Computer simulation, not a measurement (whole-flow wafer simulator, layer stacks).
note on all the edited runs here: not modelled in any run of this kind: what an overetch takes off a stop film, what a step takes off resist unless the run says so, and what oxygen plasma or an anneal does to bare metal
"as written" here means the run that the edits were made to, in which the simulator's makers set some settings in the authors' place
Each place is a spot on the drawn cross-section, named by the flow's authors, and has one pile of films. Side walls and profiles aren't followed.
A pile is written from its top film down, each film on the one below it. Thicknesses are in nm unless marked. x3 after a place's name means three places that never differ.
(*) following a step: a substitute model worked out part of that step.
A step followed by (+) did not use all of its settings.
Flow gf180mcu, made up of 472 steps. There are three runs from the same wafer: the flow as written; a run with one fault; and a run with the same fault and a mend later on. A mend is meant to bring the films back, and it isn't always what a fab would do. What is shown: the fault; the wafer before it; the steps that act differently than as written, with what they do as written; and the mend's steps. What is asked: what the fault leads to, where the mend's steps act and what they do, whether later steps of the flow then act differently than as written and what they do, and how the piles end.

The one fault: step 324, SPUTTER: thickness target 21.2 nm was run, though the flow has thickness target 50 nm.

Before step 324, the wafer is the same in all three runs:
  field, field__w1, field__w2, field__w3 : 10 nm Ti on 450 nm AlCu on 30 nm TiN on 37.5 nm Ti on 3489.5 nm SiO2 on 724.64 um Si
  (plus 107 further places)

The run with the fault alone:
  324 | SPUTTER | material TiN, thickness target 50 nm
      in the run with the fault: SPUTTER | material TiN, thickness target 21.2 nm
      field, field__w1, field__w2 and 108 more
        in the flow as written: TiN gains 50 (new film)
        in the run with the fault: TiN gains 21.2 (new film)
  Steps later in the flow that act otherwise than as written (2 other steps are not shown; they differ only slightly, by no more than 2% or 0.5 nm, whichever is larger):
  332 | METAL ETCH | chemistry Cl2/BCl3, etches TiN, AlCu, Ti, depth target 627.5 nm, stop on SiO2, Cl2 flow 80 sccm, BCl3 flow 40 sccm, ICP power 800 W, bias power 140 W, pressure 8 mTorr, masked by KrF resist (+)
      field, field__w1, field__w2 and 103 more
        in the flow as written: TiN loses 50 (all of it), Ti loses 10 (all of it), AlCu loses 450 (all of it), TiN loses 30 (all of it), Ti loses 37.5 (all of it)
        in the run with the fault: TiN loses 21.2 (all of it), Ti loses 10 (all of it), AlCu loses 450 (all of it), TiN loses 30 (all of it), Ti loses 37.5 (all of it)
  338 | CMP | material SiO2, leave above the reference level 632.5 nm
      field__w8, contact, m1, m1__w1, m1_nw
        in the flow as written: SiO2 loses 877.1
        in the run with the fault: SiO2 loses 848.3
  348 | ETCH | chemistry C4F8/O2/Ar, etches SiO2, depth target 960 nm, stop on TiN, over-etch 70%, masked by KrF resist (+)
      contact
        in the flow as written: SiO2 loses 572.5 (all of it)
        in the run with the fault: SiO2 loses 601.3 (all of it)
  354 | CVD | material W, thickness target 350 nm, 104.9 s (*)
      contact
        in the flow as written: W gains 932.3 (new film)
        in the run with the fault: W gains 961.4 (new film)
  By the end, the piles at field__w8, contact, m1, m1__w1, m1_nw depart from the flow's by more than 2% or 0.5 nm, whichever is larger.
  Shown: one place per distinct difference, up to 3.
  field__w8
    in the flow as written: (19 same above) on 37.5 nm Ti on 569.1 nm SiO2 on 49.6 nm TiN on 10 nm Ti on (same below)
    in the run with the fault: (19 same above) on 37.5 nm Ti on 597.9 nm SiO2 on 20.8 nm TiN on 10 nm Ti on (same below)
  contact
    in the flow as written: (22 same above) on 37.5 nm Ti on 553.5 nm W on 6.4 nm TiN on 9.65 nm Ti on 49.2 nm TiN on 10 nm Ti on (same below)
    in the run with the fault: (22 same above) on 37.5 nm Ti on 582.6 nm W on 6.3 nm TiN on 9.49 nm Ti on 20.4 nm TiN on 10 nm Ti on (same below)

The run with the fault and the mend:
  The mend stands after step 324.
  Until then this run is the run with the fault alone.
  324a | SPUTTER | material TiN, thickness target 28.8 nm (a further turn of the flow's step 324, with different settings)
      field, field__w1, field__w2 and 108 more
        TiN gains 28.8
  Later steps of the flow that are run all act as written at every place that is followed.
  At every place that both follow, the piles at the end match the flow's.
